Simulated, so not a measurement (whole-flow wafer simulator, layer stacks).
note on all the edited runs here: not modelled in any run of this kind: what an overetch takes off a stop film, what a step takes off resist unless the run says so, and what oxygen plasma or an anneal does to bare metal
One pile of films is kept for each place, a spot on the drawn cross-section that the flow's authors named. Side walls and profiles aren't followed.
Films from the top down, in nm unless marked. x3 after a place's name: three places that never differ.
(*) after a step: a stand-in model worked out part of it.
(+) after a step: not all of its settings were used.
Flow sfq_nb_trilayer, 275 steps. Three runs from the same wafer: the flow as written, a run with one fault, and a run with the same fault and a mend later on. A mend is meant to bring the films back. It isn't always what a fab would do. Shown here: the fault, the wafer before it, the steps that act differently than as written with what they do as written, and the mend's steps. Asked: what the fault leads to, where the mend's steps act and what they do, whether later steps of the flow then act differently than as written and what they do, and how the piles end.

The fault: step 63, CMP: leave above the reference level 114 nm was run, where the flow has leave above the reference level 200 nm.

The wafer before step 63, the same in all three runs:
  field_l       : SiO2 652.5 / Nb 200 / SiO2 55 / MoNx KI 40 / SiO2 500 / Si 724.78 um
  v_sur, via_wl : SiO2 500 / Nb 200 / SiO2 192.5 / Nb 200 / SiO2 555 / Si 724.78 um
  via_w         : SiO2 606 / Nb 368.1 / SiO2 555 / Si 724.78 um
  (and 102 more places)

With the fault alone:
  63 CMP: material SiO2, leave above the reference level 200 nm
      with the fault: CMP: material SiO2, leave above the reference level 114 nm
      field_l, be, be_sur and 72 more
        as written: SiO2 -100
        with the fault: SiO2 -186
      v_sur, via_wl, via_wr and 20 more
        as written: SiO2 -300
        with the fault: SiO2 -386
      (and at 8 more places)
  Later steps of the flow that act differently than as written (4 more steps differ only slightly, by at most 2% or 0.5 nm, whichever is larger, and aren't shown):
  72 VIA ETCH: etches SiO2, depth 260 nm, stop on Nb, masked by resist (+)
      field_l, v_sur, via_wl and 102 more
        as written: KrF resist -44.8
        with the fault: KrF resist -29.4
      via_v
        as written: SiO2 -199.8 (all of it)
        with the fault: SiO2 -113.8 (all of it)
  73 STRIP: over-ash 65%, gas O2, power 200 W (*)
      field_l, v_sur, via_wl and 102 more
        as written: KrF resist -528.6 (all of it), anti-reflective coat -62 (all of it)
        with the fault: KrF resist -544 (all of it), anti-reflective coat -62 (all of it)
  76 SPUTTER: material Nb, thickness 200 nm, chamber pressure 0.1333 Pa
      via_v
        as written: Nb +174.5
        with the fault: Nb +191.7
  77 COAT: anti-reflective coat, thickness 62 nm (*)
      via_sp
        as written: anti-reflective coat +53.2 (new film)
        with the fault: anti-reflective coat +51.5 (new film)
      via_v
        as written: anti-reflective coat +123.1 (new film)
        with the fault: anti-reflective coat +108.9 (new film)
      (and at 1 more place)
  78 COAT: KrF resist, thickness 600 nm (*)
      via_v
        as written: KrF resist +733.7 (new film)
        with the fault: KrF resist +657.9 (new film)
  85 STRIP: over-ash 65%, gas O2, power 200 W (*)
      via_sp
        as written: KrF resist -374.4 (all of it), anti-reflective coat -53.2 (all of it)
        with the fault: KrF resist -382.6 (all of it), anti-reflective coat -51.5 (all of it)
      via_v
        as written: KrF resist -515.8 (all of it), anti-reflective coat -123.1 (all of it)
        with the fault: KrF resist -440.1 (all of it), anti-reflective coat -108.9 (all of it)
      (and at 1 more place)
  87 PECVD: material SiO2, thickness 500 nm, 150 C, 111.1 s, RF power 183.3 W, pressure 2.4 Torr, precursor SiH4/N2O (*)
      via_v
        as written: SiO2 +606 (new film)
        with the fault: SiO2 +500 (new film)
  At the end the piles differ from the flow's by more than 2% or 0.5 nm, whichever is larger, at field_l, v_sur, via_wl and 103 more.
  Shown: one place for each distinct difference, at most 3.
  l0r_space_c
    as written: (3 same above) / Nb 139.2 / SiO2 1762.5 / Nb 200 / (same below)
    with the fault: (3 same above) / Nb 139.2 / SiO2 1676.5 / Nb 200 / (same below)
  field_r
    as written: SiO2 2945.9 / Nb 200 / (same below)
    with the fault: SiO2 2859.9 / Nb 200 / (same below)
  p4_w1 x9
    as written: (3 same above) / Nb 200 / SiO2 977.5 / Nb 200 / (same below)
    with the fault: (3 same above) / Nb 200 / SiO2 891.5 / Nb 200 / (same below)

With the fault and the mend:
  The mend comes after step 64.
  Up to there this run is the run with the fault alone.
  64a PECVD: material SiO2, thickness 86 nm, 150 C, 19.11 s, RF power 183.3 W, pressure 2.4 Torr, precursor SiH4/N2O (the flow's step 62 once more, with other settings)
      field_l, v_sur, via_wl and 103 more
        SiO2 +86
  No later step of the flow acts differently than as written, at any place that is followed, by more than 2% or 0.5 nm, whichever is larger.
  At the end the piles are the same as the flow's at every place that both follow.
